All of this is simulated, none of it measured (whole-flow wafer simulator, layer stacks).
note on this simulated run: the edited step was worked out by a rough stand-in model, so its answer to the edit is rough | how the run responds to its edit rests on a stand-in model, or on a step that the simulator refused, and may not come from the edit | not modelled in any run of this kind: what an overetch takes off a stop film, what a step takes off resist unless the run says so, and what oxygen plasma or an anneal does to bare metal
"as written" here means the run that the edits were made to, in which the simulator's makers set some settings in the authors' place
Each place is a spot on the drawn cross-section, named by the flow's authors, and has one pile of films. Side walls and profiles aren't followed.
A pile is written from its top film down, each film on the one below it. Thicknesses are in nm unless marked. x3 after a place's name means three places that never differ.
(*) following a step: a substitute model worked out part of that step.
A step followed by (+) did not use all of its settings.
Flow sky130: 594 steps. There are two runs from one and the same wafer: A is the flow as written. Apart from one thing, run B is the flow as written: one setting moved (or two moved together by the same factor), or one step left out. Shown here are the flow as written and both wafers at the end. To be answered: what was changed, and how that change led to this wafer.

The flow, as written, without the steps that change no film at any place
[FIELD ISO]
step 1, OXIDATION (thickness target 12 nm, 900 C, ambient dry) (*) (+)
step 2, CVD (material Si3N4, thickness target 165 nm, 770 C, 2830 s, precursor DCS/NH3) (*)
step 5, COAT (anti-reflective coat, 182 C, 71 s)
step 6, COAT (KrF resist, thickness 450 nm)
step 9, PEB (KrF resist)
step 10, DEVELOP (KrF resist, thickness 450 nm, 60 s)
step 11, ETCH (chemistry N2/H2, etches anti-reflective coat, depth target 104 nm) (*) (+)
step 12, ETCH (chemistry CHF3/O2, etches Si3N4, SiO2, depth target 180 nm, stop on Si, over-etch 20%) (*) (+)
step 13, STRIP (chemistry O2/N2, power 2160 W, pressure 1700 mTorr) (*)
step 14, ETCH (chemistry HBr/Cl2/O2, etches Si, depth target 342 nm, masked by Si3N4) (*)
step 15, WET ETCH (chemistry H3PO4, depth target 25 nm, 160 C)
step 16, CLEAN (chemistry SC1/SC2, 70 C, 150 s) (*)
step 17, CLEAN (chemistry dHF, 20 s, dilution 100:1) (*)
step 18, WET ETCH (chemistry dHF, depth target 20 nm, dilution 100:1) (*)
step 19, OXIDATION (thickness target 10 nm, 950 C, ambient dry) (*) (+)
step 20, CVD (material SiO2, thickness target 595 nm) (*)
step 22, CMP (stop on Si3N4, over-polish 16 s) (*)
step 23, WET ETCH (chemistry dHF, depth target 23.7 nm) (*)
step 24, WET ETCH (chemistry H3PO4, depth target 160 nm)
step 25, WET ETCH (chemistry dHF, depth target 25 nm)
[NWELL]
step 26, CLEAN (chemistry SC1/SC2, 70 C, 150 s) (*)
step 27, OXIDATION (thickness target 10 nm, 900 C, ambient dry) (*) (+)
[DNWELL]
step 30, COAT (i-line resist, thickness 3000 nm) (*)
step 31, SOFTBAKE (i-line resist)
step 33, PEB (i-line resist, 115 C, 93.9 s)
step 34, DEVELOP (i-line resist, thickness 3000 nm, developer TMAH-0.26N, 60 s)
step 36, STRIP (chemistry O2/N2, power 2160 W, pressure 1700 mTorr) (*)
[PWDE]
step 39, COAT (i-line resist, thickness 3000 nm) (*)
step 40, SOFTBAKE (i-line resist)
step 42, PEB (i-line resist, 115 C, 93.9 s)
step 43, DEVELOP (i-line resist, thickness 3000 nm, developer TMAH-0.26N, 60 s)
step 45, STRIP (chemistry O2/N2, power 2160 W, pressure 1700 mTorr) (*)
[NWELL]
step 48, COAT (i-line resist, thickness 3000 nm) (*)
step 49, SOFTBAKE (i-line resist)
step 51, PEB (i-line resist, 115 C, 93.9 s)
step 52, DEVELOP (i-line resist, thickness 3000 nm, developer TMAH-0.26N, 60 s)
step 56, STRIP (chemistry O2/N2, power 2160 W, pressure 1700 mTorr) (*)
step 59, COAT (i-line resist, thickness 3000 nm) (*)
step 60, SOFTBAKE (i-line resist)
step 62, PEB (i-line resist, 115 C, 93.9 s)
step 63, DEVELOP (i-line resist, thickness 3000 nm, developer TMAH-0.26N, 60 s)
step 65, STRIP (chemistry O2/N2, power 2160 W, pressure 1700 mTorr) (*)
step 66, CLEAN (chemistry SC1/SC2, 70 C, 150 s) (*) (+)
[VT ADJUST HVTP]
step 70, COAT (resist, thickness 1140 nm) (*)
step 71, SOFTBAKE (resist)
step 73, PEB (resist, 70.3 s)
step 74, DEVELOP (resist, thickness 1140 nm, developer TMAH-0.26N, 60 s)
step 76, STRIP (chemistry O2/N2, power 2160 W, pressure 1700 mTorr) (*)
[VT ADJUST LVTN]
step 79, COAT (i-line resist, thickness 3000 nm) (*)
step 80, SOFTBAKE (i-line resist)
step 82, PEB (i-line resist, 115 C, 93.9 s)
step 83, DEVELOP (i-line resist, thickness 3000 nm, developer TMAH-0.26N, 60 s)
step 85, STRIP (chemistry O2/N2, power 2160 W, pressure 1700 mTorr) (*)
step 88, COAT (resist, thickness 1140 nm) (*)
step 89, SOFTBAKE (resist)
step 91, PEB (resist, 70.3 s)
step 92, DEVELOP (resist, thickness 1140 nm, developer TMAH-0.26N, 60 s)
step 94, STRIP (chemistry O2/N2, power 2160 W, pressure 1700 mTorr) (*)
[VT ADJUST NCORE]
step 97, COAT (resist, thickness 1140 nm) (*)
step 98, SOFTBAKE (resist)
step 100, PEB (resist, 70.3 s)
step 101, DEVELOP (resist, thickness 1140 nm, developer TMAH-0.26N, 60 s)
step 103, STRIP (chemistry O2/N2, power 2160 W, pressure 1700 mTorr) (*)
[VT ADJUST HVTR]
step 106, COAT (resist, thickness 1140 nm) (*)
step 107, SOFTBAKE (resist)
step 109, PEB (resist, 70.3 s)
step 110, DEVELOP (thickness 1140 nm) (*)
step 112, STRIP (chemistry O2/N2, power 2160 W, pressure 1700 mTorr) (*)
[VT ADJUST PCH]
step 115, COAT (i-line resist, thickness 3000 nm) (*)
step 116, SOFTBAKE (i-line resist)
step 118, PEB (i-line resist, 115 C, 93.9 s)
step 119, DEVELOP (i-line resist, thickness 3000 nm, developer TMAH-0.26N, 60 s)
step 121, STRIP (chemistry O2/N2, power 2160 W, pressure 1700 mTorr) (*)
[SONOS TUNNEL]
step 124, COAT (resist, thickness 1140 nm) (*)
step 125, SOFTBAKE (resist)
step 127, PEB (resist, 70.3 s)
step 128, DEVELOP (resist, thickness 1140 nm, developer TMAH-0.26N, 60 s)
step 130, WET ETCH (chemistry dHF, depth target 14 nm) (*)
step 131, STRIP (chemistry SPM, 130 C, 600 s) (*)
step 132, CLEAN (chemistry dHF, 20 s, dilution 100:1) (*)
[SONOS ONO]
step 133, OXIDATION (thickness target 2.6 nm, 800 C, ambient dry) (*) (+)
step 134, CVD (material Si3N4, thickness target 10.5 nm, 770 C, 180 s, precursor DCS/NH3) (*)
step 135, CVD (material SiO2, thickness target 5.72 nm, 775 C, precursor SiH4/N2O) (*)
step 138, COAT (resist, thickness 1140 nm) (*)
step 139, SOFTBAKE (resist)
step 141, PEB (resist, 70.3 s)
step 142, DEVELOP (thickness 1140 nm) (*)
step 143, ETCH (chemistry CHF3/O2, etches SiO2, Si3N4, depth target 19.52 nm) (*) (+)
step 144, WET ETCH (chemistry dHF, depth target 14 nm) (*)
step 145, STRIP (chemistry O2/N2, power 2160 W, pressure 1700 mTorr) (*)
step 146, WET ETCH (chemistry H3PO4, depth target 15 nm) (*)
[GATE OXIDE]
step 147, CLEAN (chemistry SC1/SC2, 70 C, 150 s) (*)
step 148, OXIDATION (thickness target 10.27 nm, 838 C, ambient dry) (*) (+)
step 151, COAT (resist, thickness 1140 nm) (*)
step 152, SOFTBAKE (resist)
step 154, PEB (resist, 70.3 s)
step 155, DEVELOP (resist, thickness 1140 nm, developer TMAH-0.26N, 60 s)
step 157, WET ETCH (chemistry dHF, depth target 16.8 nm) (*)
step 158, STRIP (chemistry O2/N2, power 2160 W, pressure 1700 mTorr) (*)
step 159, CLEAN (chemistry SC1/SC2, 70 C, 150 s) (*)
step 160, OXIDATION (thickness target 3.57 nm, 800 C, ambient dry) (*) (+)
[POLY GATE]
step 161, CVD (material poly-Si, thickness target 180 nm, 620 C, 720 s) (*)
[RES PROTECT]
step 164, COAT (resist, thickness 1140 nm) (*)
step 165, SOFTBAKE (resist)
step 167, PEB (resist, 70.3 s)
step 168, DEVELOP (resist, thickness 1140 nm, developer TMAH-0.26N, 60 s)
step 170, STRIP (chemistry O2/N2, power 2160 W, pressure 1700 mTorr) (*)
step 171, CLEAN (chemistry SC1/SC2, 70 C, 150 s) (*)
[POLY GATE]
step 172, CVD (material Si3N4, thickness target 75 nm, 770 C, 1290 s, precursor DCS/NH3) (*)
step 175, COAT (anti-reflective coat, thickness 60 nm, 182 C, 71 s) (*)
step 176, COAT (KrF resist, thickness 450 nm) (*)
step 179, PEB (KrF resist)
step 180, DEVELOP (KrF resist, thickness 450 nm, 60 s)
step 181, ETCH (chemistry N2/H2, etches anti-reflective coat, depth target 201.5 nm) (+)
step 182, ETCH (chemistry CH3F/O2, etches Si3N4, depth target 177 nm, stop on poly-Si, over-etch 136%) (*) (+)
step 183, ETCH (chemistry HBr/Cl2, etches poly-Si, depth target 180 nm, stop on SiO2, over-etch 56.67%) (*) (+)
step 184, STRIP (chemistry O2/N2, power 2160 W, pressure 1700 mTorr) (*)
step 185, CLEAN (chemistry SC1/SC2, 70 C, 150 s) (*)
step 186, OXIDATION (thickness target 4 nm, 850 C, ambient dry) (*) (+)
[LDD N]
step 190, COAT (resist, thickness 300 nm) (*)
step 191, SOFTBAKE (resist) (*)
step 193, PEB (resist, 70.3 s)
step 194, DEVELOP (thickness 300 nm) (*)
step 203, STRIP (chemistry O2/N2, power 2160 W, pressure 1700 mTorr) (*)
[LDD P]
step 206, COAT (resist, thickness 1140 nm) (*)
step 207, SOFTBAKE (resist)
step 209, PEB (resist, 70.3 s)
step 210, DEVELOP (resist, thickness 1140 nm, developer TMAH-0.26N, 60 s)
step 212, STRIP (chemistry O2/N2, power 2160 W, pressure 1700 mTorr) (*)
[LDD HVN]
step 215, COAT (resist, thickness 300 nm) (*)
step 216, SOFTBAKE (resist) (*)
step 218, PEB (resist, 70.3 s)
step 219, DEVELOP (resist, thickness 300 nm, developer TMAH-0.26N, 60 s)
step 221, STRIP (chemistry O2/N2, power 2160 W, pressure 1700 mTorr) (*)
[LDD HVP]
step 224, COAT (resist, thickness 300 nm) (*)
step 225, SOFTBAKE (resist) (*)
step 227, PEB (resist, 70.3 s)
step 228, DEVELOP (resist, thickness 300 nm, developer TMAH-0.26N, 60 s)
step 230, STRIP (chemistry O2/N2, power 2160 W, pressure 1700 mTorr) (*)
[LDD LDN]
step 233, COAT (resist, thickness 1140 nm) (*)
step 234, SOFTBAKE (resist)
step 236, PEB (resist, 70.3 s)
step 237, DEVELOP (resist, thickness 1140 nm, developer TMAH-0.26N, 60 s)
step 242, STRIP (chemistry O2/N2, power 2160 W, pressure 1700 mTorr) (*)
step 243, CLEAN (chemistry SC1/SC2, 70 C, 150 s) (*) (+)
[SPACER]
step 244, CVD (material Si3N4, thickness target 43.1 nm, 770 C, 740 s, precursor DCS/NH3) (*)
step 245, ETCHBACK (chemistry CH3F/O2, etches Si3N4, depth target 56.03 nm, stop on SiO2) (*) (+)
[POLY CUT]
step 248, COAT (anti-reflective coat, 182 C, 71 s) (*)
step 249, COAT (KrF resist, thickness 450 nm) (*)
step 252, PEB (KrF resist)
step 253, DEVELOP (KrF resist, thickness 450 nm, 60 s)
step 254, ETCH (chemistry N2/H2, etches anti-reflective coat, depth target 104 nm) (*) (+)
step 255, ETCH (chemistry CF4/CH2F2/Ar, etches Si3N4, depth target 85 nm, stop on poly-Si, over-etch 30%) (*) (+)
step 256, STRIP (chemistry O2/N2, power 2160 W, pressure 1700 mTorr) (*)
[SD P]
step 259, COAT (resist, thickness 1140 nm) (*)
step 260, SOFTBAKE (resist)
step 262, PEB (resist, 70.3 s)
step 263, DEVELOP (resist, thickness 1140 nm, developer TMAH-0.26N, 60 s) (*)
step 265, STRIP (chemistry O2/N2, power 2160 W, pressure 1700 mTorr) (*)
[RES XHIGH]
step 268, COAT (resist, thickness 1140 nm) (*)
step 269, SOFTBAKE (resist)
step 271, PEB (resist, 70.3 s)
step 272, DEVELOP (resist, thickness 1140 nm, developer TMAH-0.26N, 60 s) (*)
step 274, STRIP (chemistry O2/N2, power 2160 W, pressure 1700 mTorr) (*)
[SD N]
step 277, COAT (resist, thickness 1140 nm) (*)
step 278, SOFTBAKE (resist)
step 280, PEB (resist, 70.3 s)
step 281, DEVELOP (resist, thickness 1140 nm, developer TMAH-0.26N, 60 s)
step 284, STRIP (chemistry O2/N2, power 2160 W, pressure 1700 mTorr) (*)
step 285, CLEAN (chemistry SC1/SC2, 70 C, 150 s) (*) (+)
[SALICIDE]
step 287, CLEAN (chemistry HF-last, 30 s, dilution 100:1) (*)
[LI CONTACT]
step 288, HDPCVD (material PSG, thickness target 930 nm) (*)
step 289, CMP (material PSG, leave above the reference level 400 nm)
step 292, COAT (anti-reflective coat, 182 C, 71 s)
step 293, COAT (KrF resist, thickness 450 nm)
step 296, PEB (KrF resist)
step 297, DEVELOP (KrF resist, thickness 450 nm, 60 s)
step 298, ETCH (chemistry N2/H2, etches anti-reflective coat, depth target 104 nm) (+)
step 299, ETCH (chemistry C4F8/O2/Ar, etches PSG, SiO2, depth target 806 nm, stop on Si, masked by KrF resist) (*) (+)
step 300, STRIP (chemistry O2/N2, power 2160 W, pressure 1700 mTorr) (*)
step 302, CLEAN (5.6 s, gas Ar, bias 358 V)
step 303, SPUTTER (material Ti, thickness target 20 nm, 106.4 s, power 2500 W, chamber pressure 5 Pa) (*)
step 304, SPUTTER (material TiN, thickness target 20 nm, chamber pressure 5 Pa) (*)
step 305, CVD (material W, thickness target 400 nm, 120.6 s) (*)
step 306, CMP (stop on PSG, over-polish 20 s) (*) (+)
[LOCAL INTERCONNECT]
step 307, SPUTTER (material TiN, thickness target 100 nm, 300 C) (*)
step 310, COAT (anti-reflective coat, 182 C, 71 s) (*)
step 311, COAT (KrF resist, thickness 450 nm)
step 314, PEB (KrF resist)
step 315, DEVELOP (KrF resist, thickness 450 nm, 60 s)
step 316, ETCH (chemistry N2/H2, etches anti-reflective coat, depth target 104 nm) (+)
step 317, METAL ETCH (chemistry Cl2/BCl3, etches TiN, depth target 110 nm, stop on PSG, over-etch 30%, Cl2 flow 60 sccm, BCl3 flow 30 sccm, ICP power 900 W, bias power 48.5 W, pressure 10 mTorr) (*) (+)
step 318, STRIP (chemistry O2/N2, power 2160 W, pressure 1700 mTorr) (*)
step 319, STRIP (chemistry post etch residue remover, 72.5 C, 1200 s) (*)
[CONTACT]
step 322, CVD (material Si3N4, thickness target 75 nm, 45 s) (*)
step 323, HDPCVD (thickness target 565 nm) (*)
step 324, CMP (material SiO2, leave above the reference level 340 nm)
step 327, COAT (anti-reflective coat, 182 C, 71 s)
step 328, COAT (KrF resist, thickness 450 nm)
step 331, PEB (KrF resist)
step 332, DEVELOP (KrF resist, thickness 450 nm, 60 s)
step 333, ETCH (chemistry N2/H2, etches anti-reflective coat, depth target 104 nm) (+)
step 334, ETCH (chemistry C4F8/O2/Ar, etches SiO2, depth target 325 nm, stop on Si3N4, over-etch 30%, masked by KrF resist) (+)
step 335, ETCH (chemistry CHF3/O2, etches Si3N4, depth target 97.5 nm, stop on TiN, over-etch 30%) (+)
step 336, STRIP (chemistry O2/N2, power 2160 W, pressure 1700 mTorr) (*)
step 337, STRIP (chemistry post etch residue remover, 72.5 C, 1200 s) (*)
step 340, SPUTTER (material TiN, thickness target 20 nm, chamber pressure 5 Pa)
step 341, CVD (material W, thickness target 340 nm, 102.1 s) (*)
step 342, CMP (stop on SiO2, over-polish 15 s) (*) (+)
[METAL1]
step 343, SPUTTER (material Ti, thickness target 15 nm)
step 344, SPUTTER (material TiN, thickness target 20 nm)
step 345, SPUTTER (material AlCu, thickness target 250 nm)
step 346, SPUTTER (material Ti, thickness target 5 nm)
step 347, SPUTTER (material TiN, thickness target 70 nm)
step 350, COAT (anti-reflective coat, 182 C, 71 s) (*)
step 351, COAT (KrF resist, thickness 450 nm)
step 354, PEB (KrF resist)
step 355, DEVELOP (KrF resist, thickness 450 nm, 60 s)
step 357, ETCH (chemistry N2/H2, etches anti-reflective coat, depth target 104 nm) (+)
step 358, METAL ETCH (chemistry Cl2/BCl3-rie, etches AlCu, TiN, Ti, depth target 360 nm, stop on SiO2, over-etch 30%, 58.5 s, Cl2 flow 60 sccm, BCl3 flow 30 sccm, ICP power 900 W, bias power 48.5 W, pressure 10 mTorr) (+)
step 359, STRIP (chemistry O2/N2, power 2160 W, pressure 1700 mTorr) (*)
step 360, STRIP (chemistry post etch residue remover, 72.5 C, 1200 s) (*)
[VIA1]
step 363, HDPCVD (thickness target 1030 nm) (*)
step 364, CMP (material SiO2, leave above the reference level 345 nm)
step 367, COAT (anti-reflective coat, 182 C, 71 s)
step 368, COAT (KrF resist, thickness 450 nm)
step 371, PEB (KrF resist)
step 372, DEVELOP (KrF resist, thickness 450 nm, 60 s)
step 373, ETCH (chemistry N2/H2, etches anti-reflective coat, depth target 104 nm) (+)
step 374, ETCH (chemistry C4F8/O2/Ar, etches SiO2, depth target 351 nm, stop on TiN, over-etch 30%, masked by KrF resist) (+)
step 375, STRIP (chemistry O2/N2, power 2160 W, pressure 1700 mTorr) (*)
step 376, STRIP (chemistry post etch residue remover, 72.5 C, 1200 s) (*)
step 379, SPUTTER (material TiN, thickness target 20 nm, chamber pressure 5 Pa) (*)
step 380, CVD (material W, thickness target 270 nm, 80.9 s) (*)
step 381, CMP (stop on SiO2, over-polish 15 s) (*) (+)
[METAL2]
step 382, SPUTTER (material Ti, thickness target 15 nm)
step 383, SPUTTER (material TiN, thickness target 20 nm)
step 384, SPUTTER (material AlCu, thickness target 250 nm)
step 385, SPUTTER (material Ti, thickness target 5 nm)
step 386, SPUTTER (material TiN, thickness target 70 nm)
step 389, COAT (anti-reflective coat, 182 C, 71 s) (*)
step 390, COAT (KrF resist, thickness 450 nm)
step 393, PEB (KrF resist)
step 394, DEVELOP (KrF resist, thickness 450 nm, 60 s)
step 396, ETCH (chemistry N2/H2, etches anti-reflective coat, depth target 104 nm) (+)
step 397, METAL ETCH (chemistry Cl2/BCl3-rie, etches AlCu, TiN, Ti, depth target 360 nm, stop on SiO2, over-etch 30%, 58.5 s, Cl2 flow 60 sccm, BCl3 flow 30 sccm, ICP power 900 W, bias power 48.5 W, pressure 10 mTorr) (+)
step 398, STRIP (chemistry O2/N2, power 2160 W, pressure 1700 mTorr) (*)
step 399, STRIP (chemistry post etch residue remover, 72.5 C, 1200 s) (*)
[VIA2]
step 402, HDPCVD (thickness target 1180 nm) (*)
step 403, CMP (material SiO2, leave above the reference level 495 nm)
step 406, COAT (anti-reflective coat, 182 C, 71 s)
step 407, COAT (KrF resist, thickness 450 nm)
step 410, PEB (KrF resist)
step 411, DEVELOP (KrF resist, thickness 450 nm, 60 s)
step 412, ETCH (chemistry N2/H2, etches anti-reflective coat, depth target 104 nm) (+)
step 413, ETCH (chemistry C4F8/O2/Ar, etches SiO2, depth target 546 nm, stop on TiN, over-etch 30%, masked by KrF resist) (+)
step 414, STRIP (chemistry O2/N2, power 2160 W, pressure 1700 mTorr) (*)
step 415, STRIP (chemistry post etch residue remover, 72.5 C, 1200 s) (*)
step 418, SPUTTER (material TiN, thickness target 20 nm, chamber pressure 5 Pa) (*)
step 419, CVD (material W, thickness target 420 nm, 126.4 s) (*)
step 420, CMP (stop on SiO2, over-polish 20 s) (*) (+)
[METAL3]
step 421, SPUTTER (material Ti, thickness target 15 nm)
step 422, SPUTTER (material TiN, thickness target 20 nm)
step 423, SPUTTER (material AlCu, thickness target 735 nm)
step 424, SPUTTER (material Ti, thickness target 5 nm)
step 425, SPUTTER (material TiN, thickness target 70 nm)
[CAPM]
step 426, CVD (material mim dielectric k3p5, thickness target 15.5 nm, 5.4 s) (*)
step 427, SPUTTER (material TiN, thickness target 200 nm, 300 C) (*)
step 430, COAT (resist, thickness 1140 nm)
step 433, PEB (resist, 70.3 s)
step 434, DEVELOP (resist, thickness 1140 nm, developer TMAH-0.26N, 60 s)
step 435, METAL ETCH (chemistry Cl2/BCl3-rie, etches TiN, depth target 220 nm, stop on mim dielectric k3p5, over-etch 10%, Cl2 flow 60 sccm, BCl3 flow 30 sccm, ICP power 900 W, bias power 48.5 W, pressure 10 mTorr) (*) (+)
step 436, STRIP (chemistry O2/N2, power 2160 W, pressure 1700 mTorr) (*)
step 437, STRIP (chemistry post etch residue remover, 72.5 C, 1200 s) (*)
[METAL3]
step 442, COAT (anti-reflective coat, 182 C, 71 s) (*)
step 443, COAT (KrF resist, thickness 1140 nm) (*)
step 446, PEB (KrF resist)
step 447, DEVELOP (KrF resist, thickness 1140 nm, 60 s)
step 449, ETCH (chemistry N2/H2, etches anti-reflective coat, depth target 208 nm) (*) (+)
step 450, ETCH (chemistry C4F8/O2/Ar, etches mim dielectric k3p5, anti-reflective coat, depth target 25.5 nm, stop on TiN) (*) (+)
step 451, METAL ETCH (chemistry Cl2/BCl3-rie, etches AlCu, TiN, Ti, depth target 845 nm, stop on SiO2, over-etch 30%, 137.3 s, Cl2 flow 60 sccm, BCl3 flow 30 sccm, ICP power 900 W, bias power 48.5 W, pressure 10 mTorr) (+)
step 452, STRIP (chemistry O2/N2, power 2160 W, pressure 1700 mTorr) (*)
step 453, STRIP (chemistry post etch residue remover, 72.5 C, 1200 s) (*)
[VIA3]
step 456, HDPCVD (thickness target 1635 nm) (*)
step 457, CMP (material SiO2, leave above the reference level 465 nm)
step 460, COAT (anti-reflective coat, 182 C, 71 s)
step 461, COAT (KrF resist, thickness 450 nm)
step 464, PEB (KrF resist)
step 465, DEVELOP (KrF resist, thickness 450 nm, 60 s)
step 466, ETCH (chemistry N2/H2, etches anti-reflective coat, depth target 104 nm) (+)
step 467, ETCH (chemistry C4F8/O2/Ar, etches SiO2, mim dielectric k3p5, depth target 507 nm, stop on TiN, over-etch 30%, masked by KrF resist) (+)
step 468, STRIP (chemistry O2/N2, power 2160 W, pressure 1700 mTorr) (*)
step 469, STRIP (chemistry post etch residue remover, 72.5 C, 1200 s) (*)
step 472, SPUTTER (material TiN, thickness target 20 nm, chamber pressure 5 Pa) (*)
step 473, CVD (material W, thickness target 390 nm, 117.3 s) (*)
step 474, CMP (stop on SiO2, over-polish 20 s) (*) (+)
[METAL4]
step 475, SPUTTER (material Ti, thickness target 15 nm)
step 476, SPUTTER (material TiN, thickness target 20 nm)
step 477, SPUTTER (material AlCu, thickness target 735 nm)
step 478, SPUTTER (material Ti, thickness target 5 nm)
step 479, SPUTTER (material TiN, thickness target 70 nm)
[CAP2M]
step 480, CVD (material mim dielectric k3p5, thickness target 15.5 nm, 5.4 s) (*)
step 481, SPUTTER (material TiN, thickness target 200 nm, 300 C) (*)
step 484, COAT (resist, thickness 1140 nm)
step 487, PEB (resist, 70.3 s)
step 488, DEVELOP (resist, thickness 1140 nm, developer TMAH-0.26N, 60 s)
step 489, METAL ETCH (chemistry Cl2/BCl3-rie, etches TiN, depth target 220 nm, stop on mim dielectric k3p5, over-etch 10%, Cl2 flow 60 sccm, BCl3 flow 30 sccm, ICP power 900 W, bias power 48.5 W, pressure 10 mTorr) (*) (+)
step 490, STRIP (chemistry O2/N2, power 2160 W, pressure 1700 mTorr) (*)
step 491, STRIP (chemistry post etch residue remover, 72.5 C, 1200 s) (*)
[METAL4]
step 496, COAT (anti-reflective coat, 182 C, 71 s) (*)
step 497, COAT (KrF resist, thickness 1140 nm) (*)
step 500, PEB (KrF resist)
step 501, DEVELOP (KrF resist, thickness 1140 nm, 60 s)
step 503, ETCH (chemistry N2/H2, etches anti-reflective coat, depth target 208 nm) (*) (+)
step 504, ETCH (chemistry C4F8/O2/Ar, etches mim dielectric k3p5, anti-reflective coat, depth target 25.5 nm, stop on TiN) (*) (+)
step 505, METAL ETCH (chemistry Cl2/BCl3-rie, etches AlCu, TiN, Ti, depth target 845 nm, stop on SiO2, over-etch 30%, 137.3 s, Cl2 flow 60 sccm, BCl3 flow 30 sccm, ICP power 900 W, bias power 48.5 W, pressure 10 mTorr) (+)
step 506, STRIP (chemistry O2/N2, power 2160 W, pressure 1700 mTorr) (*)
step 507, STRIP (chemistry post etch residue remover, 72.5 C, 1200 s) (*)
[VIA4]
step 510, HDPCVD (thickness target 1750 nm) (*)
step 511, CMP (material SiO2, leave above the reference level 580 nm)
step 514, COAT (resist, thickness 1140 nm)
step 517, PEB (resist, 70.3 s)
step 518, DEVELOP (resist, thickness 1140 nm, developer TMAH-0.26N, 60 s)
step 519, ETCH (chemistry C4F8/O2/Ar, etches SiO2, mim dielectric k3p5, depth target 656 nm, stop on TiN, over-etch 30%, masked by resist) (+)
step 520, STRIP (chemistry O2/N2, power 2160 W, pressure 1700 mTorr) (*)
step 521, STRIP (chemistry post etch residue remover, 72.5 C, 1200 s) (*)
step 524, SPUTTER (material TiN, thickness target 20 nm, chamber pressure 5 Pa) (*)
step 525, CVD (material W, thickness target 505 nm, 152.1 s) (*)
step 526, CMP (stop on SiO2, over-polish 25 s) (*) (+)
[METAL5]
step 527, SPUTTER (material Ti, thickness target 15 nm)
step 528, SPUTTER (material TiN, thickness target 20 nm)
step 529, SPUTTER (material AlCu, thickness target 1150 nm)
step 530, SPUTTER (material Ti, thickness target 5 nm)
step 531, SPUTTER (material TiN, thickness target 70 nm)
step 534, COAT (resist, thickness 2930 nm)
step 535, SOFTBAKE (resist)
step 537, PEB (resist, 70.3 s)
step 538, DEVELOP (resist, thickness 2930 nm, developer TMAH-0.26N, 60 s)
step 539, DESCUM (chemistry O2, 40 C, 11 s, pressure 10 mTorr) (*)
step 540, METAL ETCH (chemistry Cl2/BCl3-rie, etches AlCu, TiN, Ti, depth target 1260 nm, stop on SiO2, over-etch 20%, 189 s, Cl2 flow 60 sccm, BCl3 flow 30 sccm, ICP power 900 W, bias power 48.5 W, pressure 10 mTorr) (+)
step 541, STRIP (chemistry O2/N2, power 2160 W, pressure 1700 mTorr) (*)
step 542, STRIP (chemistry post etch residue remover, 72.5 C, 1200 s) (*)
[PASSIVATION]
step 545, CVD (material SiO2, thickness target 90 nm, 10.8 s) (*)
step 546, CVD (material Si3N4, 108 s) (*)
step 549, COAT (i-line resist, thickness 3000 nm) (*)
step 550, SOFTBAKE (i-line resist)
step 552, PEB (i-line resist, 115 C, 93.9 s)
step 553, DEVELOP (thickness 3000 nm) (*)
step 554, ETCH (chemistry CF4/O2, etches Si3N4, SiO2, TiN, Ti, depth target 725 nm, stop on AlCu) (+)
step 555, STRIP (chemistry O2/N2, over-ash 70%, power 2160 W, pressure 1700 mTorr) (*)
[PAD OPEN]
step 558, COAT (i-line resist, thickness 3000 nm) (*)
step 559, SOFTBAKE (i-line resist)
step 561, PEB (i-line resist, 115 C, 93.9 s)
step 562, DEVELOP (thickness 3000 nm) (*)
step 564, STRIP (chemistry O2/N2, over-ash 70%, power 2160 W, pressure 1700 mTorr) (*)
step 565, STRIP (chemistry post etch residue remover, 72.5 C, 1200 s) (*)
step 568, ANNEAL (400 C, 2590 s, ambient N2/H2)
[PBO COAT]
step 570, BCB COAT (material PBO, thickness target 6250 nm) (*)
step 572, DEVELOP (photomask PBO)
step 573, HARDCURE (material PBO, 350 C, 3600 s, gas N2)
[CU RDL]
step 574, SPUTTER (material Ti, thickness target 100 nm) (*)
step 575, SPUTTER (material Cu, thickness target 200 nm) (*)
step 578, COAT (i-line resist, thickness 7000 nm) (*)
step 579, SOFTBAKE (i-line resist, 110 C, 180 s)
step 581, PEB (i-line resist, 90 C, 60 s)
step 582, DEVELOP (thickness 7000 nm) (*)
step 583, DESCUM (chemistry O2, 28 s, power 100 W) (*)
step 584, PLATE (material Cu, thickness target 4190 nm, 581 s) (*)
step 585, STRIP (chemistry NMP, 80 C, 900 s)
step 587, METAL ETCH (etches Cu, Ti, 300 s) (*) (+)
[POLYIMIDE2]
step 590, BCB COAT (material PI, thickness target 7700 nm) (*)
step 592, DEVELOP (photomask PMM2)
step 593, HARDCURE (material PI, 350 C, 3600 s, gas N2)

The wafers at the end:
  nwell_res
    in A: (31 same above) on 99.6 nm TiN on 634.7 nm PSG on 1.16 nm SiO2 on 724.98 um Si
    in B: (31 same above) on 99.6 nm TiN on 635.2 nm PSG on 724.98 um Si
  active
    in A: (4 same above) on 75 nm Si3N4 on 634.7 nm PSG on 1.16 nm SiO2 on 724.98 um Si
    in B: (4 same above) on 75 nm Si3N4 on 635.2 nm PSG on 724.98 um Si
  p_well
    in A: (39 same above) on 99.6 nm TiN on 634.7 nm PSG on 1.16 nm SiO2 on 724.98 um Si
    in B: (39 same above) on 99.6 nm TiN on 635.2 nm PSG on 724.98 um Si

What caused this: step 186, OXIDATION: 722 C was run, while the flow as written has 850 C.

Step by step, how the change led to this:
  step 186, OXIDATION (thickness target 4 nm, 850 C, ambient dry) (*) (+)
      active, p_well, spacer and 26 more: A SiO2 gains 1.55, Si loses 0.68 | B SiO2 gains 0.14, Si loses 0.06
      pwell_dnw, sd_hvn, dext_ntap_nw and 17 more: A SiO2 gains 0.94, Si loses 0.41 | B SiO2 gains 0.14, Si loses 0.06
      (also at 1 further place)
  step 248, COAT (anti-reflective coat, 182 C, 71 s) (*)
      gate_p_hv: A anti-reflective coat gains 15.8 (new film) | B anti-reflective coat gains 15.2 (new film)
  step 256, STRIP (chemistry O2/N2, power 2160 W, pressure 1700 mTorr) (*)
      gate_p_hv: A KrF resist loses 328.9 (all of it), anti-reflective coat loses 15.8 (all of it) | B KrF resist loses 329.2 (all of it), anti-reflective coat loses 15.2 (all of it)
  step 287, CLEAN (chemistry HF-last, 30 s, dilution 100:1) (*)
      active, p_well, sd_n and 19 more: A SiO2 loses 1.31 | B SiO2 loses 1.05 (all of it)
      ndiff_dn: A SiO2 loses 1.31 | B SiO2 loses 1.28 (all of it)
  step 299, ETCH (chemistry C4F8/O2/Ar, etches PSG, SiO2, depth target 806 nm, stop on Si, masked by KrF resist) (*) (+)
      contact, ndiff_licon, ndiff_licon_cpp: A PSG loses 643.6 (all of it), SiO2 loses 1.16 (all of it) | B PSG loses 644.1 (all of it)
